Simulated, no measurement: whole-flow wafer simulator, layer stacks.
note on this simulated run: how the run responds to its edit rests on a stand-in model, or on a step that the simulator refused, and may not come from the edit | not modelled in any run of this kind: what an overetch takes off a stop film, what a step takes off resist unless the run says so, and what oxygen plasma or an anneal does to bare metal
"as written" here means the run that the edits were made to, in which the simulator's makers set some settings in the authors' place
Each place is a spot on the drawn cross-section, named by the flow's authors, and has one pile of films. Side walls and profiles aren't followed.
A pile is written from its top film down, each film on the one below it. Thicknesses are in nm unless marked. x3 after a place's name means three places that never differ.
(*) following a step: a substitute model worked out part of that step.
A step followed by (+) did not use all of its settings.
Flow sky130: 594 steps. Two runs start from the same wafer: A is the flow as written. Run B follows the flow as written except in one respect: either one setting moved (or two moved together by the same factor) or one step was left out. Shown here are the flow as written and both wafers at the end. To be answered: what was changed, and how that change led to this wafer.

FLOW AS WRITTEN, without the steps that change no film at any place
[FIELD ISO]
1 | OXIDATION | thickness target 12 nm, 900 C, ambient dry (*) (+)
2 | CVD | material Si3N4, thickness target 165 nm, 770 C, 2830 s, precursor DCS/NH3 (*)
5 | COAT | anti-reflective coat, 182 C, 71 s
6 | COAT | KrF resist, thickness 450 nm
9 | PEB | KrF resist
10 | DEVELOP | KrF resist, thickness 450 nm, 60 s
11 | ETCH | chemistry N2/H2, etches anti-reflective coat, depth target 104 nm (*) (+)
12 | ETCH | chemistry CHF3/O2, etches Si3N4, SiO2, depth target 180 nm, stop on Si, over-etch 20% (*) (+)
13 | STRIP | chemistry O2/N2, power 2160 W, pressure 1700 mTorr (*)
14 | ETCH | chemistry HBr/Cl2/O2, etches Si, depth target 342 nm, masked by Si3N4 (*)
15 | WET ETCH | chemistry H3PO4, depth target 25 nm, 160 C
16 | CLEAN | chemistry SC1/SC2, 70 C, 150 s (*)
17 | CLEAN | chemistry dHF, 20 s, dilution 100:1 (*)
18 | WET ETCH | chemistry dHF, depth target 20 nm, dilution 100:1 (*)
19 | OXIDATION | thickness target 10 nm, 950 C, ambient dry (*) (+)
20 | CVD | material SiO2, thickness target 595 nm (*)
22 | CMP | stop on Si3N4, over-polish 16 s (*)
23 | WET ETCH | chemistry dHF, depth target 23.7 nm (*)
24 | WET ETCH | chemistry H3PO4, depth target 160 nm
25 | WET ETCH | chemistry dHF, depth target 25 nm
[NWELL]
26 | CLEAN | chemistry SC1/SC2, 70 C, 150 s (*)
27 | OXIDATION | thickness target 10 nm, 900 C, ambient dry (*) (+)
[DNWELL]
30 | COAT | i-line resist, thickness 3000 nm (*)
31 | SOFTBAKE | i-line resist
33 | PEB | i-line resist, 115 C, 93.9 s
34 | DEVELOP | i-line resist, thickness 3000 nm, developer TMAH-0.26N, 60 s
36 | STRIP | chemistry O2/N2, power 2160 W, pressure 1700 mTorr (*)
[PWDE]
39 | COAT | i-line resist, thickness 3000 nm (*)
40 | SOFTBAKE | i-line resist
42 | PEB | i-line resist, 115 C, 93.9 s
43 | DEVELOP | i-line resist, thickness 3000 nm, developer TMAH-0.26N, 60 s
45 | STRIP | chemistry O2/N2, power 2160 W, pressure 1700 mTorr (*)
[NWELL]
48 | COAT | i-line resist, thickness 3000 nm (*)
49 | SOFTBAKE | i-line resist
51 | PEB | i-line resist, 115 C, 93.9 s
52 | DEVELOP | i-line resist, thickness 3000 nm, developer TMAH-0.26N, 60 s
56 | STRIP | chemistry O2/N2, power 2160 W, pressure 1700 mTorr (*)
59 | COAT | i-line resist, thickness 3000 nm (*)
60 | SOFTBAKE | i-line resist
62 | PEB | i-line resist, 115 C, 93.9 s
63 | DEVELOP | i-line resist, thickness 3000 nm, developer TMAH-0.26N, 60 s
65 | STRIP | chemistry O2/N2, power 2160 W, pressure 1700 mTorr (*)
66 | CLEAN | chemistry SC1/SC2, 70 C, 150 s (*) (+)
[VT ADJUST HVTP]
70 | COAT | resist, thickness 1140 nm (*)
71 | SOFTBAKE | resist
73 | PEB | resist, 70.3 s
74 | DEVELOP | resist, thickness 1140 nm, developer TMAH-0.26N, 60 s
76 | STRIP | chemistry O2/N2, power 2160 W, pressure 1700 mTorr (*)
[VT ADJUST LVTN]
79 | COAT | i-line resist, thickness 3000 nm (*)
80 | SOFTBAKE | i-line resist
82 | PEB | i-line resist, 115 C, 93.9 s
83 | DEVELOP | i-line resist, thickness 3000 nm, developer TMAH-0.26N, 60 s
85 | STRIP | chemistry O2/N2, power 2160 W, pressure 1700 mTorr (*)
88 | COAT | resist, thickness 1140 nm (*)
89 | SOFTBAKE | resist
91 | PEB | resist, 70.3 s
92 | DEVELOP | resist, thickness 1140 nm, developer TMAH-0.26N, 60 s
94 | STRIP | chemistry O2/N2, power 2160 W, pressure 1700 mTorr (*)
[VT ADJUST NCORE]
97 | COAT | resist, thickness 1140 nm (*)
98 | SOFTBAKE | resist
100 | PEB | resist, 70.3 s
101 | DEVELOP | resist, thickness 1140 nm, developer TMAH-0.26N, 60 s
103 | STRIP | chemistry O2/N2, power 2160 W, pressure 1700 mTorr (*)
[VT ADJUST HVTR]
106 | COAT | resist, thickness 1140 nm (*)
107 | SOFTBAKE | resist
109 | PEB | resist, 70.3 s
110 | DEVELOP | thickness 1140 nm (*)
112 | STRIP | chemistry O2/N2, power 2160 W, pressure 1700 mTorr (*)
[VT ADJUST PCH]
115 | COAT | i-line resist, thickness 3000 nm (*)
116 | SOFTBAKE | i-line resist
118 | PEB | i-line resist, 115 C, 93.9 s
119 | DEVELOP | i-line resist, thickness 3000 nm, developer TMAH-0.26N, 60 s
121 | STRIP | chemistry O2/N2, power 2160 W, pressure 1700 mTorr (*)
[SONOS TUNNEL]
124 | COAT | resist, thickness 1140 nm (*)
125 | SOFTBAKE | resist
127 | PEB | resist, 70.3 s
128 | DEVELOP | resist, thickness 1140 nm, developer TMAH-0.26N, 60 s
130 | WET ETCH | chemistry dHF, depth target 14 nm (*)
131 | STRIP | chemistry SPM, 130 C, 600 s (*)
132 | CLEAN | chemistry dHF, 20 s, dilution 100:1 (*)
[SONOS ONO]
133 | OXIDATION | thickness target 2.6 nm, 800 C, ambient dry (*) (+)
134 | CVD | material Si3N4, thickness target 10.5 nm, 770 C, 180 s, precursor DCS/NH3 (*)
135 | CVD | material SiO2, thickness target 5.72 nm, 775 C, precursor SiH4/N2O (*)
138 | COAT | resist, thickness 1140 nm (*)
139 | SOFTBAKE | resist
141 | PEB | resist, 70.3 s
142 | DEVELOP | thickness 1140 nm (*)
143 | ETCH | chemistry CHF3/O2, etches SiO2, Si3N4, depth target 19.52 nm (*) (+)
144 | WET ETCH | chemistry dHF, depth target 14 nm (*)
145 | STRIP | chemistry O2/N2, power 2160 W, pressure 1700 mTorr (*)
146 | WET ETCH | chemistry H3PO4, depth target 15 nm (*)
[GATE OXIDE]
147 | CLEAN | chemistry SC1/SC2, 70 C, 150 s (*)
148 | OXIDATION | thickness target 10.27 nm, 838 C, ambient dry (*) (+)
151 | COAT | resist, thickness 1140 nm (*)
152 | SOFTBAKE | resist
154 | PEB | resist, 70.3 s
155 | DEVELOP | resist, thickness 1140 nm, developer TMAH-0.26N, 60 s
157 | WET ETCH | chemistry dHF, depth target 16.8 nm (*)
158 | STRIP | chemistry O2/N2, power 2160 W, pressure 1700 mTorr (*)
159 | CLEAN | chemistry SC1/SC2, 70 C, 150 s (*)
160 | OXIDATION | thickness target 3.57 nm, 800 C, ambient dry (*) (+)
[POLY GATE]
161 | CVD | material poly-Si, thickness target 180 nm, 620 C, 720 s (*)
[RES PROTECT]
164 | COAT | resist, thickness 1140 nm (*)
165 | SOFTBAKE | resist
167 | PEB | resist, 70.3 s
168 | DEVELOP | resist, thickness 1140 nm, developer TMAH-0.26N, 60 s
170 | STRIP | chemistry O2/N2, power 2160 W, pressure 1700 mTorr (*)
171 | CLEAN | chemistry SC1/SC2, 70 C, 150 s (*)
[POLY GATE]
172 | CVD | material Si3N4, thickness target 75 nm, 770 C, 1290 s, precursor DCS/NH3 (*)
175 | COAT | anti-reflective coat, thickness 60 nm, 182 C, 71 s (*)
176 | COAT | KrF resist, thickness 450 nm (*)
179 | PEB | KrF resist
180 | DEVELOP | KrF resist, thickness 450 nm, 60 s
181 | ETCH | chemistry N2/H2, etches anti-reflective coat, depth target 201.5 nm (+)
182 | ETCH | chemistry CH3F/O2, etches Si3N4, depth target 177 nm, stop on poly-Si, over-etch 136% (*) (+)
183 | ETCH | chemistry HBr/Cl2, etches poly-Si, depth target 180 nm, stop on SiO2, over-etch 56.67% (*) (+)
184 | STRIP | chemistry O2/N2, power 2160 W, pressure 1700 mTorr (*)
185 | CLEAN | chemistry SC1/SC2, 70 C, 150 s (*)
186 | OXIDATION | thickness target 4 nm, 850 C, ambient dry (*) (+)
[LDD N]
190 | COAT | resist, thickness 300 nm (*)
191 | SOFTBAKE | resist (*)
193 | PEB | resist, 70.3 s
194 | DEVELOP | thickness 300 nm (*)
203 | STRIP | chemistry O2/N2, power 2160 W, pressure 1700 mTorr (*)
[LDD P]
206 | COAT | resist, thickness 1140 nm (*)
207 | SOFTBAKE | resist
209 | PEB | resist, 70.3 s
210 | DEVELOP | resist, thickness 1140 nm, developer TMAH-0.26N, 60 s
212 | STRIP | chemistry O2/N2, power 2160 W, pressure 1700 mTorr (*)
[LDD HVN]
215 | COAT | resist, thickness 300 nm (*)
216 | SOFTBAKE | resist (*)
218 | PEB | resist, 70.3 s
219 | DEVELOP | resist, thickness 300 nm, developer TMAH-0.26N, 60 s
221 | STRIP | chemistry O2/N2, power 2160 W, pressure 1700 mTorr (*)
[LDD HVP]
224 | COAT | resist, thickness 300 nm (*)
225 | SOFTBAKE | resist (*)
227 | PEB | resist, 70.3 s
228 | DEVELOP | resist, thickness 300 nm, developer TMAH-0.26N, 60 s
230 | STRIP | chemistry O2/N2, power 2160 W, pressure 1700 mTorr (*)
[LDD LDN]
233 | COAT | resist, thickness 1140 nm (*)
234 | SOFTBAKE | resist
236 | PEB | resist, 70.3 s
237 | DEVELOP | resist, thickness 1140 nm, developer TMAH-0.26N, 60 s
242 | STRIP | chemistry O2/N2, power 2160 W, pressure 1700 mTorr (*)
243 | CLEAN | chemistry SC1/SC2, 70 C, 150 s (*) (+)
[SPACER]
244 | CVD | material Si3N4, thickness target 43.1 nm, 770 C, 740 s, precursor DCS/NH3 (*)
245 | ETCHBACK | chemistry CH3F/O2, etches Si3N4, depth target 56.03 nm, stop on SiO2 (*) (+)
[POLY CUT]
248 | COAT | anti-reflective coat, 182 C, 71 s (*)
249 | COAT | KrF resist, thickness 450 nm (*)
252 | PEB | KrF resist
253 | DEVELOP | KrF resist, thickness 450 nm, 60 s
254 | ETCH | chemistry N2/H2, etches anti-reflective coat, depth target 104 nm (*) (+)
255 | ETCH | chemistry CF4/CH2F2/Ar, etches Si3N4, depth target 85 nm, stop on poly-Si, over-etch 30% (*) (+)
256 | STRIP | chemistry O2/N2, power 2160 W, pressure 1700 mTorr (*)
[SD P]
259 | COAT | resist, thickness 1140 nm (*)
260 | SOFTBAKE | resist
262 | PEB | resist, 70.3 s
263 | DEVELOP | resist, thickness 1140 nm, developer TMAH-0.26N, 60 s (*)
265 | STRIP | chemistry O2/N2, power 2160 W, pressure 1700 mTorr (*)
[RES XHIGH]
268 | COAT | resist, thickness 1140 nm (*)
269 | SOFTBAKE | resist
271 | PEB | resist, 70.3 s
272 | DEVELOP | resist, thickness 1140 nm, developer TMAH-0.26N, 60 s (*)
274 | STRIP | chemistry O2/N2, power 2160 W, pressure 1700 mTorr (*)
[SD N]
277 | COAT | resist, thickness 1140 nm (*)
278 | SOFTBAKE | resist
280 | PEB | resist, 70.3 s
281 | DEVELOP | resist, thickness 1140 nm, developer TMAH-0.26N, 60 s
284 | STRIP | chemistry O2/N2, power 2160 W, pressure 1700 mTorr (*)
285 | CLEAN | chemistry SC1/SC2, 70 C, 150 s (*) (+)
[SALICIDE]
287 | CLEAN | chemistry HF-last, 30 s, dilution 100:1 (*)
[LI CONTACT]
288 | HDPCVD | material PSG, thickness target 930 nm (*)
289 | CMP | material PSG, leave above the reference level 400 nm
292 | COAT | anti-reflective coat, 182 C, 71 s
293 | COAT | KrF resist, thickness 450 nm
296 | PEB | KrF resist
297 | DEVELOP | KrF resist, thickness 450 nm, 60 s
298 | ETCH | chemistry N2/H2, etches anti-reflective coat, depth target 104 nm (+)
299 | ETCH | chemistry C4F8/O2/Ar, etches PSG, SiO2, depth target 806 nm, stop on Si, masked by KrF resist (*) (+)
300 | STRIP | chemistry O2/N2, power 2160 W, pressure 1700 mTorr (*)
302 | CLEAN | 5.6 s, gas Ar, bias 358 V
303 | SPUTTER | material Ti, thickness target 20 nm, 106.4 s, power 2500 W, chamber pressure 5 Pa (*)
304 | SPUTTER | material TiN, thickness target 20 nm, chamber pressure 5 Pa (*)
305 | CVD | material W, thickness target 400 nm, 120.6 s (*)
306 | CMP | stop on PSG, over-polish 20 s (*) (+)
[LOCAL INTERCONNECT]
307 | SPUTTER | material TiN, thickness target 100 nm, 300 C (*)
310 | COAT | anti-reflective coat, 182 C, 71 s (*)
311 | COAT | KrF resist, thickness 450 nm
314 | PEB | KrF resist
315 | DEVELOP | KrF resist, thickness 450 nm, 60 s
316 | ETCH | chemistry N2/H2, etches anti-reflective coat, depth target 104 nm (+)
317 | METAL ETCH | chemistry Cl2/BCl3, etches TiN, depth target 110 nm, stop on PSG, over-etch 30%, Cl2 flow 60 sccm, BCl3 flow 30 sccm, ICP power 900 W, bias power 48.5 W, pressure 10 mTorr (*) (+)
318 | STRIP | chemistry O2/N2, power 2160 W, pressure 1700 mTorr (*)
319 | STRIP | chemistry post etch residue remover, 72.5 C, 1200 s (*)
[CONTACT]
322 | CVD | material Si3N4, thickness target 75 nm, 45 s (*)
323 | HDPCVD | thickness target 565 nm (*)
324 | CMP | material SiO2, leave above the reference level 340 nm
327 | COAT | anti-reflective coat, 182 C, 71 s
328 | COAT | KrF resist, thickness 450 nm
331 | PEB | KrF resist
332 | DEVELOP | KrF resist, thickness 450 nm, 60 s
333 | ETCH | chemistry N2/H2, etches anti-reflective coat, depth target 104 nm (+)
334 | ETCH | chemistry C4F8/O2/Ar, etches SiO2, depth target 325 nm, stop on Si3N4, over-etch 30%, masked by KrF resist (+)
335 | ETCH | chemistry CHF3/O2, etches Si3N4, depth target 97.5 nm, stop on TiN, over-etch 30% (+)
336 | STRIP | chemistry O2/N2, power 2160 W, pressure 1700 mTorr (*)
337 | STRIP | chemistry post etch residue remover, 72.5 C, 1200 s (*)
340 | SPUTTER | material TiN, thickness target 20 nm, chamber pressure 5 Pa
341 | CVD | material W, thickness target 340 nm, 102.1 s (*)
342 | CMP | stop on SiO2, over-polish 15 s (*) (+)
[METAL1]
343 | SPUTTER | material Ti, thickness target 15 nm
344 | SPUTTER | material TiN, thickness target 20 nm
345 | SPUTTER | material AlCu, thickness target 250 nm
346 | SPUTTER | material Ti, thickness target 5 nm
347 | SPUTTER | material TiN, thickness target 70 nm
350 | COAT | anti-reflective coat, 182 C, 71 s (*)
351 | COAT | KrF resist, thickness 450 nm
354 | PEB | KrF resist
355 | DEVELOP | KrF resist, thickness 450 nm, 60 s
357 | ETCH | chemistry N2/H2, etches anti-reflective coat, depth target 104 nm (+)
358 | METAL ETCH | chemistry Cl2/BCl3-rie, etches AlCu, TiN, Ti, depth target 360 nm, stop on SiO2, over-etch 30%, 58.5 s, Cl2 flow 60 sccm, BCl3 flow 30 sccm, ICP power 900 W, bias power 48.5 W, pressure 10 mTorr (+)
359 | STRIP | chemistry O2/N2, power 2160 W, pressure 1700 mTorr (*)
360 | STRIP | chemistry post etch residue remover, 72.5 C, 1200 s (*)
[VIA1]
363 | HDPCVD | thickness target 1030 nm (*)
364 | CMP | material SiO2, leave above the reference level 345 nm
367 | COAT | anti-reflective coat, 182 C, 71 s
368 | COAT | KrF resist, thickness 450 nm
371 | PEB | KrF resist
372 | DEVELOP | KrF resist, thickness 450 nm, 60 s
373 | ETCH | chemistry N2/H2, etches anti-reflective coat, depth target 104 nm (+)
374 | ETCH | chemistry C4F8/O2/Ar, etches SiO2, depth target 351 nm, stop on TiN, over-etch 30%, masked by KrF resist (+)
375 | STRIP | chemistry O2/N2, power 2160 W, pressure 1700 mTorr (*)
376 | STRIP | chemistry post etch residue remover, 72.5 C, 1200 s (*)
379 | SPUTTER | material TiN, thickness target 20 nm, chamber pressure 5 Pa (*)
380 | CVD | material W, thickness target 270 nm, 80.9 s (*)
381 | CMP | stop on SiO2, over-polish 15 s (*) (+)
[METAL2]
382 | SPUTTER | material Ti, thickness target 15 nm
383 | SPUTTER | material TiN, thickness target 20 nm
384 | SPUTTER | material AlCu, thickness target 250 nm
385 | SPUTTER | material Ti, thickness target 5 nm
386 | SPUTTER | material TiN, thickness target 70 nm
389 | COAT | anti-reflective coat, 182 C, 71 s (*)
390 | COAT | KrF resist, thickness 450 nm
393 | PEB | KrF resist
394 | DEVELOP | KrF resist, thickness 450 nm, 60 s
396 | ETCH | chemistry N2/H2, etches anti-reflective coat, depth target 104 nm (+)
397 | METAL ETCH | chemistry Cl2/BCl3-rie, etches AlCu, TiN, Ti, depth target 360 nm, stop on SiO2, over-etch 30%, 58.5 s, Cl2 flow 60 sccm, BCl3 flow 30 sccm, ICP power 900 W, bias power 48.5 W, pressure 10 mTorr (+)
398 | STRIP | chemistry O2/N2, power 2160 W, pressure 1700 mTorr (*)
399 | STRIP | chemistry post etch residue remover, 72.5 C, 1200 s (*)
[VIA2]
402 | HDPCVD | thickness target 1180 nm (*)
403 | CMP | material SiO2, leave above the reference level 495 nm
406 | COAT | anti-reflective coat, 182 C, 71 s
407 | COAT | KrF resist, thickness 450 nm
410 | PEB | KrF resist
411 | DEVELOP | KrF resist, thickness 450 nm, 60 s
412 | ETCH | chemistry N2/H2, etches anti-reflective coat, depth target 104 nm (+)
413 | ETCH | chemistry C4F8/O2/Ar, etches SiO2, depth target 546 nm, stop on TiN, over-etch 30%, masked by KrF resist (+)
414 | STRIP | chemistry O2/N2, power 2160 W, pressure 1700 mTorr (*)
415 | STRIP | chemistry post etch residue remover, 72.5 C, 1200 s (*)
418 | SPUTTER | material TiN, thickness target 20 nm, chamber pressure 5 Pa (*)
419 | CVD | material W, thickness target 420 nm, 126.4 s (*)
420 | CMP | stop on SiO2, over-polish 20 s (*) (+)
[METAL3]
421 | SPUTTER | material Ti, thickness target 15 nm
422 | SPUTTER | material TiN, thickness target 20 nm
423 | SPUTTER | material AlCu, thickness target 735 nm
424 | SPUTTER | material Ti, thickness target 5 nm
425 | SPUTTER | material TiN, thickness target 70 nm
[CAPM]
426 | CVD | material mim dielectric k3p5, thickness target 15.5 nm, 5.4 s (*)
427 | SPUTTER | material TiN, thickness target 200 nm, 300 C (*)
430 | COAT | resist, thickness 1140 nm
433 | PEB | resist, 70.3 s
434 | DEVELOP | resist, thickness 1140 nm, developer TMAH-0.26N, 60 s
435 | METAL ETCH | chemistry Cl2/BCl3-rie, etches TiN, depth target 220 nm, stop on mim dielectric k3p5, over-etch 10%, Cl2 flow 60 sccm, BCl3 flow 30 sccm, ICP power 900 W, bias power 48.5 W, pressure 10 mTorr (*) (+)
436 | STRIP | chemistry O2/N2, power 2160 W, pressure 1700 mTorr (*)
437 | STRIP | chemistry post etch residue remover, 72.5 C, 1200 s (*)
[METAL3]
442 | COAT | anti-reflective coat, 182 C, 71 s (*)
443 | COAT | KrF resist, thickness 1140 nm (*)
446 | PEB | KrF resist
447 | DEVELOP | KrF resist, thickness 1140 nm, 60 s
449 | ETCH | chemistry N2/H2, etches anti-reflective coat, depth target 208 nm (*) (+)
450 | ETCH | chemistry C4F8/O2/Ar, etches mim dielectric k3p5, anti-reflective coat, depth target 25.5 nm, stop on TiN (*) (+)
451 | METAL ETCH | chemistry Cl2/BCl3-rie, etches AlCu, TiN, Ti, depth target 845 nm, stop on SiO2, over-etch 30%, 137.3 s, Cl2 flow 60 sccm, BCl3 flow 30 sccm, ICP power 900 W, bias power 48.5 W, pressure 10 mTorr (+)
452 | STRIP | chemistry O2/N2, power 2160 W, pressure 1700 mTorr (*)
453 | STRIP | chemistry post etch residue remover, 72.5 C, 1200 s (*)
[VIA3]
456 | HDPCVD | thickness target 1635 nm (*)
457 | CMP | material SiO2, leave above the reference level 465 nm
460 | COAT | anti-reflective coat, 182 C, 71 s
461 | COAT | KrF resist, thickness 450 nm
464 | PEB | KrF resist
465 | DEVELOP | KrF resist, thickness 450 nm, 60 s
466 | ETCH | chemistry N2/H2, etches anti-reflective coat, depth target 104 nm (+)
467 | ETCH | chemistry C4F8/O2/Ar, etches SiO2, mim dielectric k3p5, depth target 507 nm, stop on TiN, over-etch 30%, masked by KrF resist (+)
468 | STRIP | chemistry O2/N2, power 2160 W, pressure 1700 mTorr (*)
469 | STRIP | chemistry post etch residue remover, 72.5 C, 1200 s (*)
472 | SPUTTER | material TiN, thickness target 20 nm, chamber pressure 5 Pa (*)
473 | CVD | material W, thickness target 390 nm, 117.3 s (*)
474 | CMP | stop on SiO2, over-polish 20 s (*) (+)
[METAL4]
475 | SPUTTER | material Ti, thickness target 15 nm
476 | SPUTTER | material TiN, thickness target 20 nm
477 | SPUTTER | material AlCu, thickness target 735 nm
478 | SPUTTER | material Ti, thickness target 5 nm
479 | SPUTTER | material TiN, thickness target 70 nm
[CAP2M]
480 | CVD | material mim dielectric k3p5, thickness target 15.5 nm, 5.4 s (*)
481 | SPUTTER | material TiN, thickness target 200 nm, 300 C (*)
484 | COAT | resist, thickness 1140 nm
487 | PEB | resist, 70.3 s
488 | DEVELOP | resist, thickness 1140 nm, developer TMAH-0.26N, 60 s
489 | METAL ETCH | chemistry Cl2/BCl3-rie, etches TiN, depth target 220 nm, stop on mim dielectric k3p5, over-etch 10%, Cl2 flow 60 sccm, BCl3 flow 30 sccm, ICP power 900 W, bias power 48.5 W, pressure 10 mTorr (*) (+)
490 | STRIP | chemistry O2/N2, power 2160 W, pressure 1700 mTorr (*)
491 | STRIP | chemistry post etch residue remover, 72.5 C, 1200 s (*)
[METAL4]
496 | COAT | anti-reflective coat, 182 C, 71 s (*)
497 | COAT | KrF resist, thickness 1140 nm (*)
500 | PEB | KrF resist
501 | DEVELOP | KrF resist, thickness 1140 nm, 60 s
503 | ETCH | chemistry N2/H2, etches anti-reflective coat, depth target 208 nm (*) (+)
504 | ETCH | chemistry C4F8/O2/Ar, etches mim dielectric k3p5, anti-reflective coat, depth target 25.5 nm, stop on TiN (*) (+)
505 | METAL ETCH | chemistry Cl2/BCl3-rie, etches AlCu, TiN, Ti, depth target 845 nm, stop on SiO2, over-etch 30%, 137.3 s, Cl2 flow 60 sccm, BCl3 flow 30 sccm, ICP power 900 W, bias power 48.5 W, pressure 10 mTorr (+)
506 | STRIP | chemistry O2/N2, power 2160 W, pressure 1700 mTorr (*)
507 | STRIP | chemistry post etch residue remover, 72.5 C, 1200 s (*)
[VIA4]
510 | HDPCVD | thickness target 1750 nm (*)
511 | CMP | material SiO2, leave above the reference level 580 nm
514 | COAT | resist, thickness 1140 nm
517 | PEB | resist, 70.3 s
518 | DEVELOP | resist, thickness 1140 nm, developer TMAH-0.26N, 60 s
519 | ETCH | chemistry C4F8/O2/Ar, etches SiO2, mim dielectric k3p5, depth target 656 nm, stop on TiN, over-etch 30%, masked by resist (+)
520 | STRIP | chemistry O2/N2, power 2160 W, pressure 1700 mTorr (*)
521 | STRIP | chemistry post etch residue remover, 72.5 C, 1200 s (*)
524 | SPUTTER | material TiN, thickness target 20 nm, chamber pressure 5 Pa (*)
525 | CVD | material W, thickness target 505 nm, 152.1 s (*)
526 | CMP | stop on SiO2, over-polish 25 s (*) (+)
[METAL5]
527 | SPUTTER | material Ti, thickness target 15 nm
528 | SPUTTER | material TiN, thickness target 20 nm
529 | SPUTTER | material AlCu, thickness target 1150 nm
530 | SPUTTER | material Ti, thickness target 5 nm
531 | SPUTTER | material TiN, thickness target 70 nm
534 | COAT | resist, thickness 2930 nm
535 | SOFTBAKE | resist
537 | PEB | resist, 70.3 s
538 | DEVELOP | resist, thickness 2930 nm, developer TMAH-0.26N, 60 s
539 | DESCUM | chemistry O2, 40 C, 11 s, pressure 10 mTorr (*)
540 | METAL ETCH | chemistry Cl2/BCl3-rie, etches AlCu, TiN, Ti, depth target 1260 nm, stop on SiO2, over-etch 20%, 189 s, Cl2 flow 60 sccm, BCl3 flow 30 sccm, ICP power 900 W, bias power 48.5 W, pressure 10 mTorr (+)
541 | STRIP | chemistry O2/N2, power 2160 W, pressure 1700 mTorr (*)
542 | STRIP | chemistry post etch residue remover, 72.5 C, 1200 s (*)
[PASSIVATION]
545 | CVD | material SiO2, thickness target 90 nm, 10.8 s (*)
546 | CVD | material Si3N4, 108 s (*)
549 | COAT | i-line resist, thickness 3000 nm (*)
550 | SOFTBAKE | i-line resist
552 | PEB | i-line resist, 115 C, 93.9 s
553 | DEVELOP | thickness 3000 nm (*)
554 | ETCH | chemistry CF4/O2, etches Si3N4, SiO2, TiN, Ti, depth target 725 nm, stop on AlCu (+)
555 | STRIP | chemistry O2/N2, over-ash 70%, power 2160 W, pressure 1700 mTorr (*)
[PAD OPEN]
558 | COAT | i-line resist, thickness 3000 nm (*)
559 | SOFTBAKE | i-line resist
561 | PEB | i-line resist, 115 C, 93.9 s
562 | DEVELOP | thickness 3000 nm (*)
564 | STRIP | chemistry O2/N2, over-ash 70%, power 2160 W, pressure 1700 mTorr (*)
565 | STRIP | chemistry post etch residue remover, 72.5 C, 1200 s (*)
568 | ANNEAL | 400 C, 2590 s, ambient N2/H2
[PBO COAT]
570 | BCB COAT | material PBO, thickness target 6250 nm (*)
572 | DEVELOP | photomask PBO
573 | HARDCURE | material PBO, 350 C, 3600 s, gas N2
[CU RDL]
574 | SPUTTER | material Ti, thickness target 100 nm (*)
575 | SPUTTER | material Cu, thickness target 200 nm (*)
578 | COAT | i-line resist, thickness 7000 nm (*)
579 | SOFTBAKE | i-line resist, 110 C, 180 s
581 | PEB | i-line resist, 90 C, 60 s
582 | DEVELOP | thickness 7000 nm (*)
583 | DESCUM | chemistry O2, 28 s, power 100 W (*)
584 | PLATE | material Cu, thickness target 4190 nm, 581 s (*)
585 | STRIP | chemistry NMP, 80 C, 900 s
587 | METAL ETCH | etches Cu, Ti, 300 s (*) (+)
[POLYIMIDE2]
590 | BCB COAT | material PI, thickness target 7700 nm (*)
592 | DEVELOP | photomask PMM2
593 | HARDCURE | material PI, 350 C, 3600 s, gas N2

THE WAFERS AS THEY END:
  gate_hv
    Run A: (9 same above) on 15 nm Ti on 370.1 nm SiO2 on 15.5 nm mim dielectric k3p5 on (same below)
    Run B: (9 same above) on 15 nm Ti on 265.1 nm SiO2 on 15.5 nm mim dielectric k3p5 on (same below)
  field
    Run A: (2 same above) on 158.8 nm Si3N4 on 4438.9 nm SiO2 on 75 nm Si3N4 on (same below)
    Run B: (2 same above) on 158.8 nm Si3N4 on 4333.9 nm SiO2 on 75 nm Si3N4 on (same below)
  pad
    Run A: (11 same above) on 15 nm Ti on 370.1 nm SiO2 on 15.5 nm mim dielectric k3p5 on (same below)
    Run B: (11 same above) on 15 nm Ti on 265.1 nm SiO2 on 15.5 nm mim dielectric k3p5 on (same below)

What caused this: step 457, CMP: leave above the reference level 360 nm was run, while the flow as written has leave above the reference level 465 nm.

How this came from the change, step by step:
  457 | CMP | material SiO2, leave above the reference level 465 nm
      n_well, p_well, gate_hv and 99 more: A -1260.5 SiO2 | B -1365.5 SiO2
      field, active, gate and 82 more: A -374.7 SiO2 | B -479.7 SiO2
      (and at 5 other places as well)
  467 | ETCH | chemistry C4F8/O2/Ar, etches SiO2, mim dielectric k3p5, depth target 507 nm, stop on TiN, over-etch 30%, masked by KrF resist (+)
      field, active, n_well and 187 more: A -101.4 KrF resist | B -74.1 KrF resist
      m1: A -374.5 SiO2 (all of it), -15.5 mim dielectric k3p5 (all of it) | B -269.5 SiO2 (all of it), -15.5 mim dielectric k3p5 (all of it)
      (and at 1 other place as well)
  468 | STRIP | chemistry O2/N2, power 2160 W, pressure 1700 mTorr (*)
      field, active, n_well and 187 more: A -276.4 KrF resist (all of it), -80 anti-reflective coat (all of it) | B -303.7 KrF resist (all of it), -80 anti-reflective coat (all of it)
  472 | SPUTTER | material TiN, thickness target 20 nm, chamber pressure 5 Pa (*)
      m1, via3_hole: A +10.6 TiN | B +12.1 TiN
  473 | CVD | material W, thickness target 390 nm, 117.3 s (*)
      m1: A +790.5 W (new film) | B +684 W (new film)
      via3_hole: A +789.9 W (new film) | B +683.3 W (new film)
